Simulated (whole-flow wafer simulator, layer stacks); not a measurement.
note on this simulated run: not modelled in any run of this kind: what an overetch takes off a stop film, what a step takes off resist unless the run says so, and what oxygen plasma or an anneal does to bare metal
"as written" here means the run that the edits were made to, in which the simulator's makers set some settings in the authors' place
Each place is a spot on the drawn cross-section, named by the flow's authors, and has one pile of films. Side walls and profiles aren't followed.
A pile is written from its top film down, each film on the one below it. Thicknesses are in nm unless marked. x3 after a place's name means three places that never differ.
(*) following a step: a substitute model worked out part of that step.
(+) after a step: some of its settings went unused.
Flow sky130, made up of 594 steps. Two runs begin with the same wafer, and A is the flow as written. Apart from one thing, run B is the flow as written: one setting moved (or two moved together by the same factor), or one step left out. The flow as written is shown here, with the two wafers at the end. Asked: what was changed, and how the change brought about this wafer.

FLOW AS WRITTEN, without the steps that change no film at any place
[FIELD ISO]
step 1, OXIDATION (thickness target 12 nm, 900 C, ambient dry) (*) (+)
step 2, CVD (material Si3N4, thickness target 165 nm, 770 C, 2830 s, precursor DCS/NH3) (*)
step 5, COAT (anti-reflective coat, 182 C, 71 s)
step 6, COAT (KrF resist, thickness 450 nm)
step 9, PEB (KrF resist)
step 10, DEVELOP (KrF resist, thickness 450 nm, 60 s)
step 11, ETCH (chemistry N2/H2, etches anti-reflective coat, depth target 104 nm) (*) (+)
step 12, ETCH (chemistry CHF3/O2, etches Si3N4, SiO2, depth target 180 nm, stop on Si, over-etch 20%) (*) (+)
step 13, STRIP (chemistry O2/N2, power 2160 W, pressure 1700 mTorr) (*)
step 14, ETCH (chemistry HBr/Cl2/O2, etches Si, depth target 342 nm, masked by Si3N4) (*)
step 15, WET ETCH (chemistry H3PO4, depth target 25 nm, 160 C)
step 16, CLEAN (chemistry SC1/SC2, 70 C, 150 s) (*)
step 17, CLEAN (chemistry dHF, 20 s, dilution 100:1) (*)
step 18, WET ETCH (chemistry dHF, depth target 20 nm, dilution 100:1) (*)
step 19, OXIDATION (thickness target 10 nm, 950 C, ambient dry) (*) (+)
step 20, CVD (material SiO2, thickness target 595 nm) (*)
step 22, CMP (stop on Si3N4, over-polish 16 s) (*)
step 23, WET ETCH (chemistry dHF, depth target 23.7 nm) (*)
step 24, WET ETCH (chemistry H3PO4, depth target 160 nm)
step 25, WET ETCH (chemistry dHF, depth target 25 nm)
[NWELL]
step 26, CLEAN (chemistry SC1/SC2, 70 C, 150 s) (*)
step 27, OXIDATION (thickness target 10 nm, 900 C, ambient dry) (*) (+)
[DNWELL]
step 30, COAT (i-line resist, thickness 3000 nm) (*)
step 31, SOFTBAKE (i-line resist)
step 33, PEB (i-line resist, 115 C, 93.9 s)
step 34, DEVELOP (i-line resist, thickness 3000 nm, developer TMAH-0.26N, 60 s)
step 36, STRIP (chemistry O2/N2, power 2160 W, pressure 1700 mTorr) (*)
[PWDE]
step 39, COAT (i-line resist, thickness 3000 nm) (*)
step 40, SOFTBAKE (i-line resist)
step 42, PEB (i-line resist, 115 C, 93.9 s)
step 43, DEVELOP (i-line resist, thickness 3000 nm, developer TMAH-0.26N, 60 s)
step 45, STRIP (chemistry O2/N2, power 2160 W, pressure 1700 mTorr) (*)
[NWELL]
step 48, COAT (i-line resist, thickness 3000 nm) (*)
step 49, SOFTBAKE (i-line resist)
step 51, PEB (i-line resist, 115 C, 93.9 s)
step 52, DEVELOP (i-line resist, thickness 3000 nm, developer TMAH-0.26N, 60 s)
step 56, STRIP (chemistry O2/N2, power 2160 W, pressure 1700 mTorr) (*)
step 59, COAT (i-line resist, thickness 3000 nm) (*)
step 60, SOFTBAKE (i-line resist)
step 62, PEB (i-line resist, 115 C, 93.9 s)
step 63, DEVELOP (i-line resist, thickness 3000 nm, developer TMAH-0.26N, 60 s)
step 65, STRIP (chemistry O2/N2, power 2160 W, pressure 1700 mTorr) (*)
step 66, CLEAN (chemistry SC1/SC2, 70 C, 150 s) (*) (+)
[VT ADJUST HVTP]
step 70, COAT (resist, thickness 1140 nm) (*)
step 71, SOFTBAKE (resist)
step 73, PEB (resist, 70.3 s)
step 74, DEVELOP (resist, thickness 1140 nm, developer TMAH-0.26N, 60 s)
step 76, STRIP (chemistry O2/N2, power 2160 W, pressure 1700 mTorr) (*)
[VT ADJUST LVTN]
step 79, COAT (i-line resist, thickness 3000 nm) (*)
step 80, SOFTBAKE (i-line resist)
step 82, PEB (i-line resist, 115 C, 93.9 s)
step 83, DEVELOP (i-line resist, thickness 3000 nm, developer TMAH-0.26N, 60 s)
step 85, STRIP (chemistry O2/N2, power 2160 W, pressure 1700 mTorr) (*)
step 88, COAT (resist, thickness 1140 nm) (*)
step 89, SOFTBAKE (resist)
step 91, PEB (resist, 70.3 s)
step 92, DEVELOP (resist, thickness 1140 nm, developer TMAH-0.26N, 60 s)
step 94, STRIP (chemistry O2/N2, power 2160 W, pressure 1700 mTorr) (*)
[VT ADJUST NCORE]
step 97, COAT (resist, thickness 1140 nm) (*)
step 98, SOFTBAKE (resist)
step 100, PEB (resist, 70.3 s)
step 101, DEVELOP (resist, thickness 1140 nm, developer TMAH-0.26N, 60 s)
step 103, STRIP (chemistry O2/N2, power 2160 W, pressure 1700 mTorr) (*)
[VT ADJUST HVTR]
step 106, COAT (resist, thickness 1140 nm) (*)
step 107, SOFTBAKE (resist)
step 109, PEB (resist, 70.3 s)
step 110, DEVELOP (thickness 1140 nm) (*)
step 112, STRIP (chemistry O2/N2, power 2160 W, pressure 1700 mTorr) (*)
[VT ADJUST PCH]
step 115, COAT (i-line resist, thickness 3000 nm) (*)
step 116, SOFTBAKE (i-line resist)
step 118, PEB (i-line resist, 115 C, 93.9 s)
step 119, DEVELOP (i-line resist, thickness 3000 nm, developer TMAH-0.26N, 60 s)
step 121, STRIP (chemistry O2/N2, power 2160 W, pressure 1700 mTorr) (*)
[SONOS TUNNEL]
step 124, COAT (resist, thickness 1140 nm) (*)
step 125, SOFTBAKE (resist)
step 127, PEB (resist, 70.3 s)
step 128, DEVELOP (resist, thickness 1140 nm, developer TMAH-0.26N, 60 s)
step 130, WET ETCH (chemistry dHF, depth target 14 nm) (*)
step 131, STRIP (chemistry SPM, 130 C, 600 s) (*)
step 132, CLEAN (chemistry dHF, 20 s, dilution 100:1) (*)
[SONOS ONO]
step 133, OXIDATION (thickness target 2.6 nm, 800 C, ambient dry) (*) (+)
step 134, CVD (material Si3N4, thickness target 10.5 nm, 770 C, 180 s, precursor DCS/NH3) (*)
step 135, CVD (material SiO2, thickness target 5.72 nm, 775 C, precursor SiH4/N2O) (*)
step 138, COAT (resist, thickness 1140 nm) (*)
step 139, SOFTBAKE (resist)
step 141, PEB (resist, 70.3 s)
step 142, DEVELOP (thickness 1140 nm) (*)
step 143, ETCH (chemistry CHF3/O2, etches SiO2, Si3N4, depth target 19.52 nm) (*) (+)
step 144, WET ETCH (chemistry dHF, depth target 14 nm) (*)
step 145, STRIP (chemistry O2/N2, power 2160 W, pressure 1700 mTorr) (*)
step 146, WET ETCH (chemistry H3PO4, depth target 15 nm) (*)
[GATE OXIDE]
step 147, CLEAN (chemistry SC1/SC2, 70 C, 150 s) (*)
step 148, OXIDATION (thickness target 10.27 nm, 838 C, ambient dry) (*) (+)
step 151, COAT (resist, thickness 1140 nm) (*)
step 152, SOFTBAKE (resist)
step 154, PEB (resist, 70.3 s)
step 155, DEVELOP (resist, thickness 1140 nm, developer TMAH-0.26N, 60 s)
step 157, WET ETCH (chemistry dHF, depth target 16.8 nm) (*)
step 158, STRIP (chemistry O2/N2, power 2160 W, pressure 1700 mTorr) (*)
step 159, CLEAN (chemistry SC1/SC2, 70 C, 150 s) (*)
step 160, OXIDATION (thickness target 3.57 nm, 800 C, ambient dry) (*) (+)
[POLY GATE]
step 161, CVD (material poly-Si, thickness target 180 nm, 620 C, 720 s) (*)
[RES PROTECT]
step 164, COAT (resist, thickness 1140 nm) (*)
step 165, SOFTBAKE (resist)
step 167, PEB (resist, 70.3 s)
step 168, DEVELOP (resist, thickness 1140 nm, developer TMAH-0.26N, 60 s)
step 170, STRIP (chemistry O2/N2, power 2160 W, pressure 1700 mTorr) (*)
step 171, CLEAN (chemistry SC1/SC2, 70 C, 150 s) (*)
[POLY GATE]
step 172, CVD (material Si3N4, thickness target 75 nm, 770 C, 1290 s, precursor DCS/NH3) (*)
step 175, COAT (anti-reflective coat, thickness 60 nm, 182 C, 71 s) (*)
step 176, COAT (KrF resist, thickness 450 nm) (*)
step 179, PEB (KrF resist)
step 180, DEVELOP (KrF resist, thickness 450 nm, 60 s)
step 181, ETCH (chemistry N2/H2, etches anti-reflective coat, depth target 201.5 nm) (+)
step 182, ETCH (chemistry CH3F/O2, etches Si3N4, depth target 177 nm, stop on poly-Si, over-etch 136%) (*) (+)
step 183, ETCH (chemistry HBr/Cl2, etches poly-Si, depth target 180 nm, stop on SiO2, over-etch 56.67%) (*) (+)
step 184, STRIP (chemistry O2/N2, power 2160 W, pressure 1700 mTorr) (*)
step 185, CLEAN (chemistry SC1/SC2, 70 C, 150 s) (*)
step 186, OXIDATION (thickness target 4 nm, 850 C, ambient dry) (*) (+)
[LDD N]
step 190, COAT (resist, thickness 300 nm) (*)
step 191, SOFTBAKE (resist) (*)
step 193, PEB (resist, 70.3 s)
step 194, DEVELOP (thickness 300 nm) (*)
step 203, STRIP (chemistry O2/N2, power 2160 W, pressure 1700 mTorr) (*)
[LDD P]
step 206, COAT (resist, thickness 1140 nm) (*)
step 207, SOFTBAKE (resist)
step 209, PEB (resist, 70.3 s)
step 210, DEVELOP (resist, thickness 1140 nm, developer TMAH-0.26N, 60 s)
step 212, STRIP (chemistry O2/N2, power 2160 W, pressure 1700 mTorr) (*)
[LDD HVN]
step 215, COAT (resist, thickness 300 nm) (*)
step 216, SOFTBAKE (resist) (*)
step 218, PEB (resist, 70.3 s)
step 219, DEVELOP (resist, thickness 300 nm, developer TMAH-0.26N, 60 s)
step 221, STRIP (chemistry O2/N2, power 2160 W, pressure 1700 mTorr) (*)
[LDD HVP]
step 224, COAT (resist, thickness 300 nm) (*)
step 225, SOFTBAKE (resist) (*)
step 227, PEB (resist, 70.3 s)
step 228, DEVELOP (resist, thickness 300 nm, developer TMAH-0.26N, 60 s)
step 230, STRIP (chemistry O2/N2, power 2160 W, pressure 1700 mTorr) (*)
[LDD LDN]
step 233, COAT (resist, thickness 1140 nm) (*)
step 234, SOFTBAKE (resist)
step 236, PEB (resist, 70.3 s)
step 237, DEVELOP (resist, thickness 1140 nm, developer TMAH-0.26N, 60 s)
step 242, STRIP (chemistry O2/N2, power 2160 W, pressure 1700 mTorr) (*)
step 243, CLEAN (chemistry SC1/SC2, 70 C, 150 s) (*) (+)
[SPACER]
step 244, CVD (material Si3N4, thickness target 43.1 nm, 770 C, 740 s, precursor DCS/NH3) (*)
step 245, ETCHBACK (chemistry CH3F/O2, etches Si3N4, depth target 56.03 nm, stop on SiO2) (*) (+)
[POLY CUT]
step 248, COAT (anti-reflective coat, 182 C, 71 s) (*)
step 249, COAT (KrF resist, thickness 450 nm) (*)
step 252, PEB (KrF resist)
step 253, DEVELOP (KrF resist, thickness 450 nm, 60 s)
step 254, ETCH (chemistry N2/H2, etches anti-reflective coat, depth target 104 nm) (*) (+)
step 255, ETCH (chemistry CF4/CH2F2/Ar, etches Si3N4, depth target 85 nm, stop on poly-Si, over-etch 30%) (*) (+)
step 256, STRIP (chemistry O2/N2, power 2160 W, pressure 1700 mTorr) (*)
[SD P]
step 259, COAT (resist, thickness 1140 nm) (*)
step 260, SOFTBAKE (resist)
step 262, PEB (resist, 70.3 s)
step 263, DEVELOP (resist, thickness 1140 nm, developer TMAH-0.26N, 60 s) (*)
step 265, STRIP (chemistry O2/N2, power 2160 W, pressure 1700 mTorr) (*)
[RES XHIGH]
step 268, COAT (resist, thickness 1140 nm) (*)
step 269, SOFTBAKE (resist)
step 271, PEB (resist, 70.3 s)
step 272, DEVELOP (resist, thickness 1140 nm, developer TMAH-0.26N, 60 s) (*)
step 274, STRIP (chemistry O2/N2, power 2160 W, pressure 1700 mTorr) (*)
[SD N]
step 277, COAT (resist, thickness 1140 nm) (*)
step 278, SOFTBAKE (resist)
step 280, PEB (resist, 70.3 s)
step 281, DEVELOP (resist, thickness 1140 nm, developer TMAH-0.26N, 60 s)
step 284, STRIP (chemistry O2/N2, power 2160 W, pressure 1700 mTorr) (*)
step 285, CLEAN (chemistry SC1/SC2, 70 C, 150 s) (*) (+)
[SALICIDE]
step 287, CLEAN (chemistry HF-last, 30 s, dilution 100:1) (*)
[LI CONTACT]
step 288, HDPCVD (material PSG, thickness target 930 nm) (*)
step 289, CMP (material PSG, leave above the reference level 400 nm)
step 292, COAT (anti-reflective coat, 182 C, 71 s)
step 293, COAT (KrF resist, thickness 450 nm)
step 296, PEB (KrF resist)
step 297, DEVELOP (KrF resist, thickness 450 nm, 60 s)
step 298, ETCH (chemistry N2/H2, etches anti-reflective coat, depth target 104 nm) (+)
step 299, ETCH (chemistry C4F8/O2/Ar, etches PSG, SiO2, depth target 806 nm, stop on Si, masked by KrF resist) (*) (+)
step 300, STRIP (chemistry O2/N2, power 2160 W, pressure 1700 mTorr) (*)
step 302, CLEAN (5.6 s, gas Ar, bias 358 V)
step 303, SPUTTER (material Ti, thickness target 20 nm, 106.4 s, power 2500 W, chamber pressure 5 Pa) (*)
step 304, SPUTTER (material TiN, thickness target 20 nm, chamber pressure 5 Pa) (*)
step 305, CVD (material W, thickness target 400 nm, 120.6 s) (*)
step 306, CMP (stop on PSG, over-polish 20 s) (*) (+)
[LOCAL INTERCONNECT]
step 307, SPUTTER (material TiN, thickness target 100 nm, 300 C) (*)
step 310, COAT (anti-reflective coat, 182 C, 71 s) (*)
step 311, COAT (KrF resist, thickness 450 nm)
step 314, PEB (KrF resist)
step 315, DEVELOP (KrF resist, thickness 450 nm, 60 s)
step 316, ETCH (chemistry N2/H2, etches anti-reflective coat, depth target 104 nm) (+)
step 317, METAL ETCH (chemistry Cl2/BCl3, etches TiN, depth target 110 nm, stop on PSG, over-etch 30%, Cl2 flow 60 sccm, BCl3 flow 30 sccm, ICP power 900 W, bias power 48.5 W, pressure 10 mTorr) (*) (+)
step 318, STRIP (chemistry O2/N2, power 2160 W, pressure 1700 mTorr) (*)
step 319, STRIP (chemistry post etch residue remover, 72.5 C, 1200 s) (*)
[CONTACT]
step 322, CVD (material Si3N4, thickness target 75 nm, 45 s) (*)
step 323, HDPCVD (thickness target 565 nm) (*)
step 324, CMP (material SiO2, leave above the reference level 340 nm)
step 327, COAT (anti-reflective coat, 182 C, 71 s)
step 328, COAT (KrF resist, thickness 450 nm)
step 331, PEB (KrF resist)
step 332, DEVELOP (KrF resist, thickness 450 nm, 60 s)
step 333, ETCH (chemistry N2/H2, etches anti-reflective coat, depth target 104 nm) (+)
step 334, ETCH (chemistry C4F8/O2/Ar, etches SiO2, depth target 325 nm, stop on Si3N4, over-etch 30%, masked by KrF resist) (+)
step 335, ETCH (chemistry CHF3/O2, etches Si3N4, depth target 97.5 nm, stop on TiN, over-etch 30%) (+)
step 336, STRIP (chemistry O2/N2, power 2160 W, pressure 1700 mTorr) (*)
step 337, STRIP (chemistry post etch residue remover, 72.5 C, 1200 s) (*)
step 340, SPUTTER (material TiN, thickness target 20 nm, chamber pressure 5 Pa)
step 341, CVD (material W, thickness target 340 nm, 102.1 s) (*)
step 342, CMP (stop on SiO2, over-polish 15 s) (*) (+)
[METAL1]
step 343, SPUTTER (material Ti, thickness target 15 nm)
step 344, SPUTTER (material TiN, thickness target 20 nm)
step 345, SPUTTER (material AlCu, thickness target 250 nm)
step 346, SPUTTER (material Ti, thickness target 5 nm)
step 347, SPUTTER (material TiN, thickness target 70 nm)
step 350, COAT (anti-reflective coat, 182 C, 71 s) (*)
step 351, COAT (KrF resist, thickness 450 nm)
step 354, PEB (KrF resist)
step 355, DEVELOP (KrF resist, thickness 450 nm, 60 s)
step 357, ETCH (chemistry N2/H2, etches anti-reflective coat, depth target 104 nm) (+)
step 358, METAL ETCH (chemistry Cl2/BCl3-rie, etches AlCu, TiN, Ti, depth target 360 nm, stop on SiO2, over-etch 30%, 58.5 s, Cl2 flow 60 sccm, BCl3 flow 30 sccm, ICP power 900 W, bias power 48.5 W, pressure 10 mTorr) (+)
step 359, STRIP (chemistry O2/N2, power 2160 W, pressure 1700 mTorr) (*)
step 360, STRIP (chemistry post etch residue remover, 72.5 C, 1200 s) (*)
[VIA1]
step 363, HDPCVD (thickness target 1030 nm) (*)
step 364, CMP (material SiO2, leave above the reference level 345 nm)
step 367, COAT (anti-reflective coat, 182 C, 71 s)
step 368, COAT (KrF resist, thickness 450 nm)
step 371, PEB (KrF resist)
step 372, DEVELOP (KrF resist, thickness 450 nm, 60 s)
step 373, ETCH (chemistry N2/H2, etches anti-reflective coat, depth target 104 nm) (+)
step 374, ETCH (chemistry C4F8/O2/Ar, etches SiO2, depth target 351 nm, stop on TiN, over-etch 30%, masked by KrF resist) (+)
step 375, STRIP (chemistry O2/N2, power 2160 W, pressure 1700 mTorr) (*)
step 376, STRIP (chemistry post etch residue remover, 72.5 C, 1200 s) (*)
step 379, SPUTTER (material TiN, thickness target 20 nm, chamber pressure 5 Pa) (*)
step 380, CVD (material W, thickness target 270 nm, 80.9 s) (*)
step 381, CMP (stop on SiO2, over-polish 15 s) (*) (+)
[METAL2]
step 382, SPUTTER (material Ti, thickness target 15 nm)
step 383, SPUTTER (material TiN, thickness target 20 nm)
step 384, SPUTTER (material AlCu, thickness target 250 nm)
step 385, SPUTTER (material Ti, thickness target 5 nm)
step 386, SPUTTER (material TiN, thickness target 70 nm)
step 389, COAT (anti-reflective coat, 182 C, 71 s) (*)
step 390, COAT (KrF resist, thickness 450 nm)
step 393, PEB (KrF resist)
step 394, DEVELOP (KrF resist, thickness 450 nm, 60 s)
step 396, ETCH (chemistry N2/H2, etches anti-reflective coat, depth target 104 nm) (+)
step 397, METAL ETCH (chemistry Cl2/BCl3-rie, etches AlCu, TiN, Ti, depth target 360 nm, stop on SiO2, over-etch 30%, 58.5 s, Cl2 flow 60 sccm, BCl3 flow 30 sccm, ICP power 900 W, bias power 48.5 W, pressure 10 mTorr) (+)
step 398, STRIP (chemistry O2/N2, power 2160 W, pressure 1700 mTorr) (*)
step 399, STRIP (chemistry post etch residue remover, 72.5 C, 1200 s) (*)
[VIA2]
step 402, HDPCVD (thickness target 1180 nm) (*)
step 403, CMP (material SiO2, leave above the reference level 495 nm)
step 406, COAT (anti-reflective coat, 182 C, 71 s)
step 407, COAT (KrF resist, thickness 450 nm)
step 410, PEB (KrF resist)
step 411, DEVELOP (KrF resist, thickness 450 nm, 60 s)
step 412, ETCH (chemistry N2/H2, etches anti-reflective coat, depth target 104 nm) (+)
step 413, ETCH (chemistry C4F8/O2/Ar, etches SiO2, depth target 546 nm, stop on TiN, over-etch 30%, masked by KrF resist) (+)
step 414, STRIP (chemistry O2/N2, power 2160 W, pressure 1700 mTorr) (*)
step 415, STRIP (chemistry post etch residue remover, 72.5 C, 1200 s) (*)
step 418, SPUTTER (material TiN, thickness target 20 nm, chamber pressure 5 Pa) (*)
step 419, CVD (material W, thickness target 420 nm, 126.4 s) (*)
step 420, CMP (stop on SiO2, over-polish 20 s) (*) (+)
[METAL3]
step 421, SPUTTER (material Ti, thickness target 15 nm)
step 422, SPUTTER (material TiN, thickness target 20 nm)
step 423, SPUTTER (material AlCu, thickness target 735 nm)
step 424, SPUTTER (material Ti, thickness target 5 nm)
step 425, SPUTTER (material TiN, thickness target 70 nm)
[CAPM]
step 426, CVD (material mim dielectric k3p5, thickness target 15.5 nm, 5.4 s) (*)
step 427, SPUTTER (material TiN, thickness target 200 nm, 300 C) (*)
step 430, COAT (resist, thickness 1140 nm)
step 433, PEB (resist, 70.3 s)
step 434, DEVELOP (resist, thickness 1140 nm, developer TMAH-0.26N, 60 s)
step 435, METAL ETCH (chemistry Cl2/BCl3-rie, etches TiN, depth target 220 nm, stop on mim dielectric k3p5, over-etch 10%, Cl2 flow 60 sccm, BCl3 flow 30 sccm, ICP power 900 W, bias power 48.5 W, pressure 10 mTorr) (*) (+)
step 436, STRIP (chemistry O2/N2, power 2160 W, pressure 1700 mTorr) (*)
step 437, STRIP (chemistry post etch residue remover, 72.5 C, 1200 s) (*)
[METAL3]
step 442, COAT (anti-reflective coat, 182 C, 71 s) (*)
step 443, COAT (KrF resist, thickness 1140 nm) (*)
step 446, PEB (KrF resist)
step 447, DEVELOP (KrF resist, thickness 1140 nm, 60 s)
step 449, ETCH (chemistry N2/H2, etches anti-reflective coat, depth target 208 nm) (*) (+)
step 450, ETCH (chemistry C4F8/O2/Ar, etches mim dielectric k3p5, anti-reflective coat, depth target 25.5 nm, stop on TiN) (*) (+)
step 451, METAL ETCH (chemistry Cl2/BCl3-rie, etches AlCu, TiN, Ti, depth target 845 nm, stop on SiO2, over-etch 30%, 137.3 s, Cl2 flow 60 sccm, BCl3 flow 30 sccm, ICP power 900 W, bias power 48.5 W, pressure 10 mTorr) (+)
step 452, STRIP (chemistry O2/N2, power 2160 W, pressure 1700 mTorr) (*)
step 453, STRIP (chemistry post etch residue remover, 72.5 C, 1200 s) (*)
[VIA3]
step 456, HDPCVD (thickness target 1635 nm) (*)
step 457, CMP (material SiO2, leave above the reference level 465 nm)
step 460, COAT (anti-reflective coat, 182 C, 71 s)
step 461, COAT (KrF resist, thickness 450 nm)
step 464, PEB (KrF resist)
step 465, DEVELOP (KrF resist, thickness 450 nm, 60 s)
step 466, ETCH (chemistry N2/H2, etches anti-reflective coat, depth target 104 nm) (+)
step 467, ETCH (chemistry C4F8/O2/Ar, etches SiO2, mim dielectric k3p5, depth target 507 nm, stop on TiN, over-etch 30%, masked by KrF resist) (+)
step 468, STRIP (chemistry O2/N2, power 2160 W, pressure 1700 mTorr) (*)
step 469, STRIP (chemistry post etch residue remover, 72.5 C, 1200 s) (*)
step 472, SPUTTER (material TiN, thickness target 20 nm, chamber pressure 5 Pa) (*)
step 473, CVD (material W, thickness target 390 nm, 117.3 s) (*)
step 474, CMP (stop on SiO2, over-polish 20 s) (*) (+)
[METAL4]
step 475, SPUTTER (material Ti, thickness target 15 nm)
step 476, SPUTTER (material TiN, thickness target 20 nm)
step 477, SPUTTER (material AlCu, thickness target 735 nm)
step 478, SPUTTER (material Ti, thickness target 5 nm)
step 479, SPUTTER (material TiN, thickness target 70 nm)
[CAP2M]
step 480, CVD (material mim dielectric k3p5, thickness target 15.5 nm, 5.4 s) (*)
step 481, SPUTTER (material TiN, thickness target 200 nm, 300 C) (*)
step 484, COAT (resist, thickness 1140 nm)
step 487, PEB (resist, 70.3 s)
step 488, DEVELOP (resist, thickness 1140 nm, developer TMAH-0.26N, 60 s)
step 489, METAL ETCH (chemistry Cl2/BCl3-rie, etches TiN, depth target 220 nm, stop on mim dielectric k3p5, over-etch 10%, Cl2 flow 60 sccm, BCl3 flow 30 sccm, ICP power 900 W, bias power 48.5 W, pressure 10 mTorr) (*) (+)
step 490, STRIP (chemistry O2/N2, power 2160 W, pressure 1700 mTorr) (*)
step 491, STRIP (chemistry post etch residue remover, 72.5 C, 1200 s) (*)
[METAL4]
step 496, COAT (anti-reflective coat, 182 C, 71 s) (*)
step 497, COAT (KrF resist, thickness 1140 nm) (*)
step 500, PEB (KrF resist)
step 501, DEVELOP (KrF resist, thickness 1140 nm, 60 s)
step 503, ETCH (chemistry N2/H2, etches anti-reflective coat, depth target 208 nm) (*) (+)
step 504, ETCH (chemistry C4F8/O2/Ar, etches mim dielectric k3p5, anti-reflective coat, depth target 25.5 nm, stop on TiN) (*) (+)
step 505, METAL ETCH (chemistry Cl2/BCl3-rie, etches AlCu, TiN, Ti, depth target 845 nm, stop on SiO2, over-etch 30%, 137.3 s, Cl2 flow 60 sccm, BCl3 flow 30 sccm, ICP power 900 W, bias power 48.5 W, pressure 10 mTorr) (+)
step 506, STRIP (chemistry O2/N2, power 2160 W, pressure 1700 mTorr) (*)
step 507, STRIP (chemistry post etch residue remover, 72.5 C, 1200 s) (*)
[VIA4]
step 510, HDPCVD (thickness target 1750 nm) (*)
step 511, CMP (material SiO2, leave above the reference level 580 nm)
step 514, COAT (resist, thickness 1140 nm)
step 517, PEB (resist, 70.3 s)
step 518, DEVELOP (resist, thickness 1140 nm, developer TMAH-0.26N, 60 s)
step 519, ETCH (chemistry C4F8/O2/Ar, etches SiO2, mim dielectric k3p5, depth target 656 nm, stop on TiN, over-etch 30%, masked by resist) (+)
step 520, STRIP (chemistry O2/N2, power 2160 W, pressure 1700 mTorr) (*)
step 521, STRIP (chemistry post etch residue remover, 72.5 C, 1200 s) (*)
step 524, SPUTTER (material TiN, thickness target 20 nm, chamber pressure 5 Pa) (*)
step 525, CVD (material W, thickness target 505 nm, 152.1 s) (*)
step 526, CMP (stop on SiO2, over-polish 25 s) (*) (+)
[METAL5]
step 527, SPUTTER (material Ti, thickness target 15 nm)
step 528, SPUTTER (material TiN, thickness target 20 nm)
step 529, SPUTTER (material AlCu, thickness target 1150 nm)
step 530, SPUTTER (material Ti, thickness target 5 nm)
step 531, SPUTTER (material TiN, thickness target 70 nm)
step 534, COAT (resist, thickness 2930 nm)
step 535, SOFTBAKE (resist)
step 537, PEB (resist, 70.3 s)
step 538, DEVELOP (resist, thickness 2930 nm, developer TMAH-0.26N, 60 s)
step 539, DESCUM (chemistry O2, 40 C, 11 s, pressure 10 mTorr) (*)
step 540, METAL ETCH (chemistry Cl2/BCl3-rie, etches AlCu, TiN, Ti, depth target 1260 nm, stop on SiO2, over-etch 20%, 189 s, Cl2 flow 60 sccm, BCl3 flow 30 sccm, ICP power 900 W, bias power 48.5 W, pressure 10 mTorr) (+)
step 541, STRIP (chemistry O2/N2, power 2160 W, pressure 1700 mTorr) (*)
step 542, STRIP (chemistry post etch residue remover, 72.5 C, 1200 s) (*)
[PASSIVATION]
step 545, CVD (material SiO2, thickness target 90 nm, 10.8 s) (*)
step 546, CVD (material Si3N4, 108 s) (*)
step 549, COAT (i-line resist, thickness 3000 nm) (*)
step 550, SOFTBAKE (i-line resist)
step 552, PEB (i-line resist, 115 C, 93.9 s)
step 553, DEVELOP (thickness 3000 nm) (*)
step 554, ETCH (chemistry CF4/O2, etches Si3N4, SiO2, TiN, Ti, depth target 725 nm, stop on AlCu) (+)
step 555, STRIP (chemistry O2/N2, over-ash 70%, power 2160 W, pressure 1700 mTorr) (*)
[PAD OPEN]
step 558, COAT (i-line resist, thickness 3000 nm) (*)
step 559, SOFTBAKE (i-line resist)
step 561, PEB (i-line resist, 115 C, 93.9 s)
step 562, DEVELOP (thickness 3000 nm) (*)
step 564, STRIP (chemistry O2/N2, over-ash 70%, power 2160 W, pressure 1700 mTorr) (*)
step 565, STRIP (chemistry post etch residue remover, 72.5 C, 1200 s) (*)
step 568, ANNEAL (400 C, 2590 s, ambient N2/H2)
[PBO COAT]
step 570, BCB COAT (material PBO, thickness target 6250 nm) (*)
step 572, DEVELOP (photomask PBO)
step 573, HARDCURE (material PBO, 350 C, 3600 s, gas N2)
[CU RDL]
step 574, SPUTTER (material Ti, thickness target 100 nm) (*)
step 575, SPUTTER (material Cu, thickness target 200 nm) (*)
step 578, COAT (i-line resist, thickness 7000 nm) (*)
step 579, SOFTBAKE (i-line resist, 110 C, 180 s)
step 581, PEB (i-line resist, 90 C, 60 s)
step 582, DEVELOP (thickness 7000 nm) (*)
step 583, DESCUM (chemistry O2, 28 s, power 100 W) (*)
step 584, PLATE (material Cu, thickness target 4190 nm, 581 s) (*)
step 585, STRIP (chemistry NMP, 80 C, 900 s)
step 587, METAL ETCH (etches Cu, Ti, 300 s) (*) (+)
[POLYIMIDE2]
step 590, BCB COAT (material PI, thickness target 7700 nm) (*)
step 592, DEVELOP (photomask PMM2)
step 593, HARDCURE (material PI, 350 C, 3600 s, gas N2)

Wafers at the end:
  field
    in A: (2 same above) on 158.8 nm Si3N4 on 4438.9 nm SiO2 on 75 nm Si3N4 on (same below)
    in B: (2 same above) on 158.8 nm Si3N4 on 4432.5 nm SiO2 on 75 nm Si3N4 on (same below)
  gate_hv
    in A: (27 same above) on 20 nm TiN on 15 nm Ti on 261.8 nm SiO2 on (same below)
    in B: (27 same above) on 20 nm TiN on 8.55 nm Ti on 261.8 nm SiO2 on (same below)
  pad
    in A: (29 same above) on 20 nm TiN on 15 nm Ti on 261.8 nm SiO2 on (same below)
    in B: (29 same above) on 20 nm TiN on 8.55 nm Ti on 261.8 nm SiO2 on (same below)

The reason: step 343, SPUTTER: thickness target 8.55 nm was run, whereas the flow has thickness target 15 nm.
The wafer lets one read it off: gate_hv has Ti 8.55, and step 343 as written asks for 15 nm.

How this came from the change, step by step:
  step 343, SPUTTER (material Ti, thickness target 15 nm)
      field, active, n_well and 188 more: A Ti gains 15 (new film) | B Ti gains 8.55 (new film)
  step 358, METAL ETCH (chemistry Cl2/BCl3-rie, etches AlCu, TiN, Ti, depth target 360 nm, stop on SiO2, over-etch 30%, 58.5 s, Cl2 flow 60 sccm, BCl3 flow 30 sccm, ICP power 900 W, bias power 48.5 W, pressure 10 mTorr) (+)
      field, active, gate and 81 more: A TiN loses 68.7 (all of it), Ti loses 5 (all of it), AlCu loses 250 (all of it), TiN loses 20 (all of it), Ti loses 15 (all of it), SiO2 loses 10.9 | B TiN loses 68.7 (all of it), Ti loses 5 (all of it), AlCu loses 250 (all of it), TiN loses 20 (all of it), Ti loses 8.55 (all of it), SiO2 loses 11.6
